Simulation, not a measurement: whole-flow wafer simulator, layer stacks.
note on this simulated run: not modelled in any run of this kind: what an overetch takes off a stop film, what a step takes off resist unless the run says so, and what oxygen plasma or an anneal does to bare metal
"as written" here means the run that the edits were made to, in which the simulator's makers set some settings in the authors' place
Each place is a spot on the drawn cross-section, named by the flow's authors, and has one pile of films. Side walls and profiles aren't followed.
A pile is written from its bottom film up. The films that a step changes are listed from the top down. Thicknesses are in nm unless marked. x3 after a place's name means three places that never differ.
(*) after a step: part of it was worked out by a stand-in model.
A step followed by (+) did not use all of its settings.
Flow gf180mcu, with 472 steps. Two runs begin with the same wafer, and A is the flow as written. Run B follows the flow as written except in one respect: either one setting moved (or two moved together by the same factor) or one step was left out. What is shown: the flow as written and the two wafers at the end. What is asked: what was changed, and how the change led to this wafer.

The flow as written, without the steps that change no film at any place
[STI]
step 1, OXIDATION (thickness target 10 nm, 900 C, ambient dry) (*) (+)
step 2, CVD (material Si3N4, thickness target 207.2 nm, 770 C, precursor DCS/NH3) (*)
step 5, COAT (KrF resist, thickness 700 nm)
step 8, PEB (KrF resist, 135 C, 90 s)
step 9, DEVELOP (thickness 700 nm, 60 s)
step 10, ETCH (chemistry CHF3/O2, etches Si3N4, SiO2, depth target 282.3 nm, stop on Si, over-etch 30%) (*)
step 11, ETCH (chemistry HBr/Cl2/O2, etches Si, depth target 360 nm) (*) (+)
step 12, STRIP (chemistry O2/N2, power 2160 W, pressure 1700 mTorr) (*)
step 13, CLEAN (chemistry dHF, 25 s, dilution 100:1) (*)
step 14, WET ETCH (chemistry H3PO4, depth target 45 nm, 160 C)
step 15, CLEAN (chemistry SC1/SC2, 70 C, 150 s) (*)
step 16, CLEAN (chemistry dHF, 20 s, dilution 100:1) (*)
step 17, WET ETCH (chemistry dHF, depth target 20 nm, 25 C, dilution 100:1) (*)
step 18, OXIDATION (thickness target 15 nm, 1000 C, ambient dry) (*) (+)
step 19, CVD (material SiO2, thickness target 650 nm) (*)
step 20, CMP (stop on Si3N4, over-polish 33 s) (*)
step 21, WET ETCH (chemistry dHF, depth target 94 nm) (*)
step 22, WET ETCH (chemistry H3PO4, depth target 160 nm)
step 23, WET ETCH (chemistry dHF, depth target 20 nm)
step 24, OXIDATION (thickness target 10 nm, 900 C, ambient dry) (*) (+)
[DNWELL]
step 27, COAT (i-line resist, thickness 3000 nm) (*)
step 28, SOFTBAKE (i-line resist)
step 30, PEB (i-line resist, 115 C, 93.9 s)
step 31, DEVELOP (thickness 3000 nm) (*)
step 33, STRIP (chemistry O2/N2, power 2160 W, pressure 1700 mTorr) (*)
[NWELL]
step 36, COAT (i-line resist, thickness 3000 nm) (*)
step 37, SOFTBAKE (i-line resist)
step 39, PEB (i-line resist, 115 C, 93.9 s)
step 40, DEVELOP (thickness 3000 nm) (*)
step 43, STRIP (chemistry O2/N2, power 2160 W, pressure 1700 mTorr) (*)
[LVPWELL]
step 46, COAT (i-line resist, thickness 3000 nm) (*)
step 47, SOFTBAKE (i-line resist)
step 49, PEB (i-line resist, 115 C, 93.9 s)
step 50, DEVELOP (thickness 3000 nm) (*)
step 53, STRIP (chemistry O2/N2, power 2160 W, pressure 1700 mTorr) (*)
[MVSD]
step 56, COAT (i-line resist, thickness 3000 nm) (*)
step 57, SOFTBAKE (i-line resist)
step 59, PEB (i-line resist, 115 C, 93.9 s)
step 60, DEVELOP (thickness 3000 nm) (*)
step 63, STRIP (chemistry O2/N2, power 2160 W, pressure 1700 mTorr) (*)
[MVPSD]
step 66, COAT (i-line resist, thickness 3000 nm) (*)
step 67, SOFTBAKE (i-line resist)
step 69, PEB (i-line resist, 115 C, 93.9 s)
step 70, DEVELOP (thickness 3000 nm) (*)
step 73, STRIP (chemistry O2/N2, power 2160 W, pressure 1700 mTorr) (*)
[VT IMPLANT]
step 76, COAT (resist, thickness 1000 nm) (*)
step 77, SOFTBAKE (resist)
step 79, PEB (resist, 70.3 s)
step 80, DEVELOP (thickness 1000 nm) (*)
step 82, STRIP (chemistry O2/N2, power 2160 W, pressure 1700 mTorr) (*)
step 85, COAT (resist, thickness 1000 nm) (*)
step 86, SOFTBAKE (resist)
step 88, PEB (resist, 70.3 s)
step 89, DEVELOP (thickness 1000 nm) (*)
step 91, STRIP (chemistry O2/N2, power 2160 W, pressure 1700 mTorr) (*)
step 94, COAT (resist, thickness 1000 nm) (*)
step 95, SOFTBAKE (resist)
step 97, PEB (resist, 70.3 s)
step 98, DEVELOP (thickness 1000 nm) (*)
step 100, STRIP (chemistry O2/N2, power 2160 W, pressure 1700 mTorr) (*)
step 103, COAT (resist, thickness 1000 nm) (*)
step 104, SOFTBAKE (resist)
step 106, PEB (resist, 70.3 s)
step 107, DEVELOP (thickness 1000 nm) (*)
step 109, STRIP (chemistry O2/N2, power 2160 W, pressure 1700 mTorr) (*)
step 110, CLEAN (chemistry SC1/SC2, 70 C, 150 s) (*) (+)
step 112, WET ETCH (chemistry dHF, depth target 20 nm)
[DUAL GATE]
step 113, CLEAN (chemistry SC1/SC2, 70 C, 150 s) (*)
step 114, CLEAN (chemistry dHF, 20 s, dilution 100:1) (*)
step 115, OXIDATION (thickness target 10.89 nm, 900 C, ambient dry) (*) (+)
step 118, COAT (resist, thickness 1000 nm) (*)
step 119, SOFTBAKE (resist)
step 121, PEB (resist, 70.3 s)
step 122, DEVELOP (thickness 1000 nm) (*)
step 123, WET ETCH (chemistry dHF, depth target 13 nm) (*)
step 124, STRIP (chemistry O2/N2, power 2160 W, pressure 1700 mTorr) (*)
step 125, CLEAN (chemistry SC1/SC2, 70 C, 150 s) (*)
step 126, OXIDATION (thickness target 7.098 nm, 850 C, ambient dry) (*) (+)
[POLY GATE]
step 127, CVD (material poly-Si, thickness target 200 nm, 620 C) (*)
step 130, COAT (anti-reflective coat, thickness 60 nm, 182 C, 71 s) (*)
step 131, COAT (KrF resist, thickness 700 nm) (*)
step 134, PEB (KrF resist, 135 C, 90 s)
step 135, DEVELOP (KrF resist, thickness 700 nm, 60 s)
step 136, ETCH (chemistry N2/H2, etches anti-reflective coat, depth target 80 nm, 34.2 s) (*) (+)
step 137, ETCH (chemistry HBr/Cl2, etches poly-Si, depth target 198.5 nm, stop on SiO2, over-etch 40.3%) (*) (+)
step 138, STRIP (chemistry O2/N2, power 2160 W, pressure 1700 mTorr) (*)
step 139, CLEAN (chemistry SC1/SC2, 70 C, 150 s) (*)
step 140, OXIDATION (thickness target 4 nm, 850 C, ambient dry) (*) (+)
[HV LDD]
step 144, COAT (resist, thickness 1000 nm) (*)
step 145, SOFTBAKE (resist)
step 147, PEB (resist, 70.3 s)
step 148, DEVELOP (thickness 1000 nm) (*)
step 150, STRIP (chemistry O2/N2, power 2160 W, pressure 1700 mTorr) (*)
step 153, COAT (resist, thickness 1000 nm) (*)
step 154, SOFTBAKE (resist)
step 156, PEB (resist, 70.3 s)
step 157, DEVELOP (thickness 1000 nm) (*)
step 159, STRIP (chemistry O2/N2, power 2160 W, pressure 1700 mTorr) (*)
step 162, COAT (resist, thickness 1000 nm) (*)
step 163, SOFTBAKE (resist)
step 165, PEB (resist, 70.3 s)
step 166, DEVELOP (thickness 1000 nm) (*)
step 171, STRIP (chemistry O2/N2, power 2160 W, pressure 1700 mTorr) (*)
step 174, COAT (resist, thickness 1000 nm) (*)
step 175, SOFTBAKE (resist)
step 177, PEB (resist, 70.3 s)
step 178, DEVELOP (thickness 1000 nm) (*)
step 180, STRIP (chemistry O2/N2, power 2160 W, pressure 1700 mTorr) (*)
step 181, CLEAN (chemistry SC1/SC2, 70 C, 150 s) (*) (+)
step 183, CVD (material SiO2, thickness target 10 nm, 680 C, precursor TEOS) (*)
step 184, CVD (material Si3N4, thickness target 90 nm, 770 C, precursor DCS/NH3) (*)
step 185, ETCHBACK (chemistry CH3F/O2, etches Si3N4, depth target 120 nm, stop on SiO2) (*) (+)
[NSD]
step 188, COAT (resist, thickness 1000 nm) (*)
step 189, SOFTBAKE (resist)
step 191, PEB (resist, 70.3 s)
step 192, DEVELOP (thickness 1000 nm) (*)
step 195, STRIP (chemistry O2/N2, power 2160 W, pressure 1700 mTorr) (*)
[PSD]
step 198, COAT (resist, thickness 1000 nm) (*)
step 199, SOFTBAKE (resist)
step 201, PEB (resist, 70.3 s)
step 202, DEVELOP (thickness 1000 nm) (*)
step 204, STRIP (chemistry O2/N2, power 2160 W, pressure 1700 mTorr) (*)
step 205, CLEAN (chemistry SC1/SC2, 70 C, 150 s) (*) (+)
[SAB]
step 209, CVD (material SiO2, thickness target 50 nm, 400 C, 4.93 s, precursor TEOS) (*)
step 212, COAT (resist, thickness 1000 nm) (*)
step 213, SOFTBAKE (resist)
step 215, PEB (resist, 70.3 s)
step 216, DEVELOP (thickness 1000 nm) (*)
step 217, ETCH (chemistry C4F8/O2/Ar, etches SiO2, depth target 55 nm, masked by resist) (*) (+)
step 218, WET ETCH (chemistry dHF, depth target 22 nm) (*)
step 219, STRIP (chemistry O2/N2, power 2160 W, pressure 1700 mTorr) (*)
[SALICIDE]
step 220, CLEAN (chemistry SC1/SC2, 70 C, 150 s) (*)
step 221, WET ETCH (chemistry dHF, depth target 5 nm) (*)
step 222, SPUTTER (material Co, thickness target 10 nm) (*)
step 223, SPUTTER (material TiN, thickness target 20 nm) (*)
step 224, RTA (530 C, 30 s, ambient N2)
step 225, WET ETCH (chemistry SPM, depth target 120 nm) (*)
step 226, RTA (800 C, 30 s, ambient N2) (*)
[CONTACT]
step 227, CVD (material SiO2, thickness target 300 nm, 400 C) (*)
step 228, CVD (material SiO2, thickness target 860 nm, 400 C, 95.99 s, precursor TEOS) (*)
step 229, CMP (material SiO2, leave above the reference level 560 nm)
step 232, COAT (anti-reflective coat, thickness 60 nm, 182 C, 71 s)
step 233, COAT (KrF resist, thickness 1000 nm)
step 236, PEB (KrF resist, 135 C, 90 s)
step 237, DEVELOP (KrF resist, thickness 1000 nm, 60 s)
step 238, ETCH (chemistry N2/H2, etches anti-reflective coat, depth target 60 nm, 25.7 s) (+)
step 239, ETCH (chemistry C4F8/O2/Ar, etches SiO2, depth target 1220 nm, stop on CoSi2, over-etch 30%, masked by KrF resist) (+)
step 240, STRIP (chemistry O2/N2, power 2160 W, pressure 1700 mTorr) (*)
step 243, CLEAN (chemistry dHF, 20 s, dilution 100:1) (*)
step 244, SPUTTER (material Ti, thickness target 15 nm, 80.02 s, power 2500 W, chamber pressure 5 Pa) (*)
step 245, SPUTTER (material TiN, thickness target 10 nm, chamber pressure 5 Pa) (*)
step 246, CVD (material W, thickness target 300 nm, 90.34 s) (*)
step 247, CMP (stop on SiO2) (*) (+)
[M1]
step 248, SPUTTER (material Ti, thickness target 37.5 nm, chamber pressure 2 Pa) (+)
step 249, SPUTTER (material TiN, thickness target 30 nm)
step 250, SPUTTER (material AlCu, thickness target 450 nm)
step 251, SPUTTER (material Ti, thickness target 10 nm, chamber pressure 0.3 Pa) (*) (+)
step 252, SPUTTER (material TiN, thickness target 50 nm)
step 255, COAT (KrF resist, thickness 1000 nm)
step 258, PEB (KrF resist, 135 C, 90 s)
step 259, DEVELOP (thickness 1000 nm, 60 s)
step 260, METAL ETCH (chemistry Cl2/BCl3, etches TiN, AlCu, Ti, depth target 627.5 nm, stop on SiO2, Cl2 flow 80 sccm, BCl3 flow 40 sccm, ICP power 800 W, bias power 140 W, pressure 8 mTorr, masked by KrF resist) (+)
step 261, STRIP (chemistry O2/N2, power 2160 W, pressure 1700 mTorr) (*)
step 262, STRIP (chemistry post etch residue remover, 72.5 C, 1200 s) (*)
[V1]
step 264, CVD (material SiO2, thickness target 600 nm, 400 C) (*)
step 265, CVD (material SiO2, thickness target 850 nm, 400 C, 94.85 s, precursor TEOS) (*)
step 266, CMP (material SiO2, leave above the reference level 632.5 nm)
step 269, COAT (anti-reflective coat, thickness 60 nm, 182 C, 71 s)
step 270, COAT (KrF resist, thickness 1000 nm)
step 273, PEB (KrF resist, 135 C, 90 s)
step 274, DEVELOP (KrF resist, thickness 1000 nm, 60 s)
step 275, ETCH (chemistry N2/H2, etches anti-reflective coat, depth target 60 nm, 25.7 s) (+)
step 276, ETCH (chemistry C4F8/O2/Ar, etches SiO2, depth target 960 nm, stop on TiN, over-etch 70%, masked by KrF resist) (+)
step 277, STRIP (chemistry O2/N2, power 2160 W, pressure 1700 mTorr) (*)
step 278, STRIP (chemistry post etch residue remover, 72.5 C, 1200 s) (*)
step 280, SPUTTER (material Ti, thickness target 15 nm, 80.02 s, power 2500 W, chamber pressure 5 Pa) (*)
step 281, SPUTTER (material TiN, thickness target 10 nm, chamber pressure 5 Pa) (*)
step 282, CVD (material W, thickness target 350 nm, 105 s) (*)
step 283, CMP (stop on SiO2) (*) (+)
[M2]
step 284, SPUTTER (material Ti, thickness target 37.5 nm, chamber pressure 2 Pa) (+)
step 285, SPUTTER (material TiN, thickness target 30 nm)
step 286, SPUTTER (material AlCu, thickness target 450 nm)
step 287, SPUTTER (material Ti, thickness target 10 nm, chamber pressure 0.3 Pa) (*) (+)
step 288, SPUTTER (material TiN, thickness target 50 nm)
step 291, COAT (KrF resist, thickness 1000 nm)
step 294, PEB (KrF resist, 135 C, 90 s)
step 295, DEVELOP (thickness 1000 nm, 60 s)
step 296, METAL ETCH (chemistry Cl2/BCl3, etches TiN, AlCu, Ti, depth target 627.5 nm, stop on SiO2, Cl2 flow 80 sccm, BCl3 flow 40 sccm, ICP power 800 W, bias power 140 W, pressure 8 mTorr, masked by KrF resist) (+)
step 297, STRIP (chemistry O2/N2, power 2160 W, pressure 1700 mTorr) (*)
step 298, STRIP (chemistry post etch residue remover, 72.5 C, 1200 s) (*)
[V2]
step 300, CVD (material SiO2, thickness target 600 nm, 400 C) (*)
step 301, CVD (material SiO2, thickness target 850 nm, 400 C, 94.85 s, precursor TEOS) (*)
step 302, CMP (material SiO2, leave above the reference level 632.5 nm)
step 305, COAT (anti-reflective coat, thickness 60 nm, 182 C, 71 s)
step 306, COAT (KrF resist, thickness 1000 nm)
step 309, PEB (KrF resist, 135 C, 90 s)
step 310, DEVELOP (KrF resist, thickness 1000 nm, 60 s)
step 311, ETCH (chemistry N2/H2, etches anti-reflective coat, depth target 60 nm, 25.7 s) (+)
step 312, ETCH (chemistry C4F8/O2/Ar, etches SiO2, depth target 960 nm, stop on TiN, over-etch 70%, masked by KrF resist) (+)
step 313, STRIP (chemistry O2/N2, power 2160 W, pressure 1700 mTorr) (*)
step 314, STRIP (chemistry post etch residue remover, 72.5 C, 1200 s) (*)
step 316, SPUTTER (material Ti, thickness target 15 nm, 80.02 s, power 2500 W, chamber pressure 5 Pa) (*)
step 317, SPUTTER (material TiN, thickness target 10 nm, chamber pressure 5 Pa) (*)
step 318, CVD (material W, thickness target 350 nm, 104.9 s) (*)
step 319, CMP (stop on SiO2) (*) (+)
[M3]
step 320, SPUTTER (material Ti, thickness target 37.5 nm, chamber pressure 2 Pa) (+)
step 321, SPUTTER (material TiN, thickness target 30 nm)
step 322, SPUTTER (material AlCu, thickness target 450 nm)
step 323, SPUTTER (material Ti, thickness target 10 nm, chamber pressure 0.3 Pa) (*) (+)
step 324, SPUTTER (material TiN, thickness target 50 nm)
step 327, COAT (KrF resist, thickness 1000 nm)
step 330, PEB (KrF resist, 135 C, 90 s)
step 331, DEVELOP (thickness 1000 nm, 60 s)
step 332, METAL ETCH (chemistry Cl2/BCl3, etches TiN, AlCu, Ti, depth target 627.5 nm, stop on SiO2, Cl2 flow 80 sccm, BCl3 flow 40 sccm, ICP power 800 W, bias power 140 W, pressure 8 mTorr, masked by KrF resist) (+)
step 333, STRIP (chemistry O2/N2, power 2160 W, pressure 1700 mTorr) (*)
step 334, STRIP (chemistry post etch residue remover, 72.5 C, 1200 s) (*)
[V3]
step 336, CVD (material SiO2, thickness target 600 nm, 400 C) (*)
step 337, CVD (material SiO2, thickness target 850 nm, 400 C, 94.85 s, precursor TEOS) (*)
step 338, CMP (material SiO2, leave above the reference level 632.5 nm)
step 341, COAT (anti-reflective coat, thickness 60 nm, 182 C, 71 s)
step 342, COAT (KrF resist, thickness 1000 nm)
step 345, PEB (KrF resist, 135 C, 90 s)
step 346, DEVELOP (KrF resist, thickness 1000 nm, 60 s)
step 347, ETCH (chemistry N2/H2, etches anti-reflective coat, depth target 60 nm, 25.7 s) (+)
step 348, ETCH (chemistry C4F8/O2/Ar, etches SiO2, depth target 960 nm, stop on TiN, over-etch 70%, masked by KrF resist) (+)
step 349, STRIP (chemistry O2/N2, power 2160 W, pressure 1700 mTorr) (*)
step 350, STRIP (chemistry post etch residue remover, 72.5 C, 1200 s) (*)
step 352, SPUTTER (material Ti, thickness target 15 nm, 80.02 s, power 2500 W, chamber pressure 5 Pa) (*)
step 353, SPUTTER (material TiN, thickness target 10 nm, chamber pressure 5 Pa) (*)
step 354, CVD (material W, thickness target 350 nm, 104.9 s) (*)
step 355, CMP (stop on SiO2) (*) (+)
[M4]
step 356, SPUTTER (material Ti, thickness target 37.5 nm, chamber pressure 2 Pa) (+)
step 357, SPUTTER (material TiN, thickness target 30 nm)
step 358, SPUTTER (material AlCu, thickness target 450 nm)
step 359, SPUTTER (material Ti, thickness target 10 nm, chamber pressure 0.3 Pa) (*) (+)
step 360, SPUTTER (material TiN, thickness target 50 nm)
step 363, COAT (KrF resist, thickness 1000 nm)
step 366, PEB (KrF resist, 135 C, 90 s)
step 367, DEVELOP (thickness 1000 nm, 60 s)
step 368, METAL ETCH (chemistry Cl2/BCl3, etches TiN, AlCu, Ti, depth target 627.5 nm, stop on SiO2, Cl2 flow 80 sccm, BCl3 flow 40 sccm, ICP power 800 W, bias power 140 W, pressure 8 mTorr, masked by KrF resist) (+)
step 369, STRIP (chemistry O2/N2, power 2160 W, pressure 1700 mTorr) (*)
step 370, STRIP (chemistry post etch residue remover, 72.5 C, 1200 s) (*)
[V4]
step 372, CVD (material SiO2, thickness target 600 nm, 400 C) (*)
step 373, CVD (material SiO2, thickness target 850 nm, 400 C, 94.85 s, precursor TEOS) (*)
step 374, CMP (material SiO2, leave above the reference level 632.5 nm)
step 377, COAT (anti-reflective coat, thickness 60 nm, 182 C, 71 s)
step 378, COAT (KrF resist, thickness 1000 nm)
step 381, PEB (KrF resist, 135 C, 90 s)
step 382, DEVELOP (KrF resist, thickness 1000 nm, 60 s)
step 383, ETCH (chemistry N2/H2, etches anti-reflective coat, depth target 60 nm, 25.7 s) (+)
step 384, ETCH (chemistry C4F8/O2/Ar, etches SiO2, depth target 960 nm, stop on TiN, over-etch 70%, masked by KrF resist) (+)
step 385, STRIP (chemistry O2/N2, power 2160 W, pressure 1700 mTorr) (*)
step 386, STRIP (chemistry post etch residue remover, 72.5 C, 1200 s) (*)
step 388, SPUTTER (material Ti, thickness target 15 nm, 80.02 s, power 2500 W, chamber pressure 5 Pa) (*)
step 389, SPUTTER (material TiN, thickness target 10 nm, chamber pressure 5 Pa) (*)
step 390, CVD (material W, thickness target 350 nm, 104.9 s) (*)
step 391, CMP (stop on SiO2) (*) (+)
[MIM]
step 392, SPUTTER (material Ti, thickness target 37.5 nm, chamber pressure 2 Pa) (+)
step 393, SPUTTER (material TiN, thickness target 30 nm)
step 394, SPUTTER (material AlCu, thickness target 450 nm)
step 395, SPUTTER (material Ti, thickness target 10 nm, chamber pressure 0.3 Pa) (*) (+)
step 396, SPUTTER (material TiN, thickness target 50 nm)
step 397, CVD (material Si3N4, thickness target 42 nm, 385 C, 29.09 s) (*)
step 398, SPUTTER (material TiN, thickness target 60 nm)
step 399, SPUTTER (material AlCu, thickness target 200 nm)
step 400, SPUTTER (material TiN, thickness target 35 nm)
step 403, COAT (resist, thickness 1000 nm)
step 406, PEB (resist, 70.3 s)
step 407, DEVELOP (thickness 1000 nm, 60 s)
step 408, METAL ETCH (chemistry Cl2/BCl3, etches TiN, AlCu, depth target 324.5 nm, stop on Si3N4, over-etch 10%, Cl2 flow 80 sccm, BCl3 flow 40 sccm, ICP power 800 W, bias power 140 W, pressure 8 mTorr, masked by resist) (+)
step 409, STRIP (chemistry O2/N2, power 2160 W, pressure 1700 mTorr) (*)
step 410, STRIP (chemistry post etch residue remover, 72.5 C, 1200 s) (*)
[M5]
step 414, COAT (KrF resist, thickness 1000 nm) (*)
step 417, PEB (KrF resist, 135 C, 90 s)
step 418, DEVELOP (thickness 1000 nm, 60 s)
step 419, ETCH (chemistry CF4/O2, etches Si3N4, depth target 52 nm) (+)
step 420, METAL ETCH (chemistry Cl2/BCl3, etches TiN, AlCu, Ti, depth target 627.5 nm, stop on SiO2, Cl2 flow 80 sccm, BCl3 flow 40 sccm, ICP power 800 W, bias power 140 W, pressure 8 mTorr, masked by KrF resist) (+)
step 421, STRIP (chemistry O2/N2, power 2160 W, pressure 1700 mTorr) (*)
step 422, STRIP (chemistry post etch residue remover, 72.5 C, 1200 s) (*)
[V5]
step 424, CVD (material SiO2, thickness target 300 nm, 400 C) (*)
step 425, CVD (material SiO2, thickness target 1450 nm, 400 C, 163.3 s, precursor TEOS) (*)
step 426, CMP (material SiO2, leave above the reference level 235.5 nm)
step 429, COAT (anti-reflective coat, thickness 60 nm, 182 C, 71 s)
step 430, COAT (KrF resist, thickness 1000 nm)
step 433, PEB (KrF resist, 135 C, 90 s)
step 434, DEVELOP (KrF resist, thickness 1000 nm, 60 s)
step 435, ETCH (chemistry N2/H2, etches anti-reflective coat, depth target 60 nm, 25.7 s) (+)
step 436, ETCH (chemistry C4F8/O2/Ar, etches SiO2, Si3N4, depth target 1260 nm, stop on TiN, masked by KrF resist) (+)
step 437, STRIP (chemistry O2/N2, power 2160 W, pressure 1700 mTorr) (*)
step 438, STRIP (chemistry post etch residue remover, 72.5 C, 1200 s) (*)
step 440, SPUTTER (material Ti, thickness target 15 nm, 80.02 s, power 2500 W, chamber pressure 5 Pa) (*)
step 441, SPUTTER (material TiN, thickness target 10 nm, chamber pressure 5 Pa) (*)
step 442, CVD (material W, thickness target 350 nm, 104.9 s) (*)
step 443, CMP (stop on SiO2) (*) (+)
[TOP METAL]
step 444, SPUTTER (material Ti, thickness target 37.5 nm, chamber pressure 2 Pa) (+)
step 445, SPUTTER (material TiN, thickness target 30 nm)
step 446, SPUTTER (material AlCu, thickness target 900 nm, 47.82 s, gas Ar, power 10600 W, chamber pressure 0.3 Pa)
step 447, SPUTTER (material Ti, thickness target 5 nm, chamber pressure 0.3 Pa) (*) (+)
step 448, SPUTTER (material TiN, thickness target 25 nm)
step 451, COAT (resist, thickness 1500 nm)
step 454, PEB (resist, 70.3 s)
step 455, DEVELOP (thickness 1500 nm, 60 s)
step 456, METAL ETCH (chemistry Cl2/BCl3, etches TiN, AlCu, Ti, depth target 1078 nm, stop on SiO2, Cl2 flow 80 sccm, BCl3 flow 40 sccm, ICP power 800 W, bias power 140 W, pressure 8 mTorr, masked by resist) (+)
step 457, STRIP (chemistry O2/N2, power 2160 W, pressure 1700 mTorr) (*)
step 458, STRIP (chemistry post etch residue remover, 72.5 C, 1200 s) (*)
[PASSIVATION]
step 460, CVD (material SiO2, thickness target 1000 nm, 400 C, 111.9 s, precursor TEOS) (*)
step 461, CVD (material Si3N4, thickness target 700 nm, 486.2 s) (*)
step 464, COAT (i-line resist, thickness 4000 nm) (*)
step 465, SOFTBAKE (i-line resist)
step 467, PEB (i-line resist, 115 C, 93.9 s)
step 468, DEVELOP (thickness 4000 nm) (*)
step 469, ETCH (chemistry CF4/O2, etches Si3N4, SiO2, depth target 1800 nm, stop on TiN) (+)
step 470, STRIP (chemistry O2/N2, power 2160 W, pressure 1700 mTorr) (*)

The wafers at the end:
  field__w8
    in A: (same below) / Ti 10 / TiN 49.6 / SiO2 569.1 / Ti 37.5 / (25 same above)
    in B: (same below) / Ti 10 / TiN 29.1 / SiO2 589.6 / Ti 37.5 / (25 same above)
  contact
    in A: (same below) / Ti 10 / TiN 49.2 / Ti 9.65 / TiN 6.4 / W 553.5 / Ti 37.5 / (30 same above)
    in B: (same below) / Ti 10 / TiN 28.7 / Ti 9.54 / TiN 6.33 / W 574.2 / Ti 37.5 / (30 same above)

What caused this: step 288, SPUTTER: thickness target 29.5 nm was run, though the flow has thickness target 50 nm.

Step by step, how the change led to this:
  step 288, SPUTTER (material TiN, thickness target 50 nm)
      field, field__w1, field__w2 and 108 more: A +50 TiN (new film) | B +29.5 TiN (new film)
  step 296, METAL ETCH (chemistry Cl2/BCl3, etches TiN, AlCu, Ti, depth target 627.5 nm, stop on SiO2, Cl2 flow 80 sccm, BCl3 flow 40 sccm, ICP power 800 W, bias power 140 W, pressure 8 mTorr, masked by KrF resist) (+)
      field, field__w1, field__w2 and 103 more: A -50 TiN (all of it), -10 Ti (all of it), -450 AlCu (all of it), -30 TiN (all of it), -37.5 Ti (all of it) | B -29.5 TiN (all of it), -10 Ti (all of it), -450 AlCu (all of it), -30 TiN (all of it), -37.5 Ti (all of it)
  step 302, CMP (material SiO2, leave above the reference level 632.5 nm)
      field__w8, contact, m1, m1__w1, m1_nw: A -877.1 SiO2 | B -856.6 SiO2
  step 312, ETCH (chemistry C4F8/O2/Ar, etches SiO2, depth target 960 nm, stop on TiN, over-etch 70%, masked by KrF resist) (+)
      contact: A -572.5 SiO2 (all of it) | B -593 SiO2 (all of it)
  step 318, CVD (material W, thickness target 350 nm, 104.9 s) (*)
      contact: A +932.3 W (new film) | B +953 W (new film)
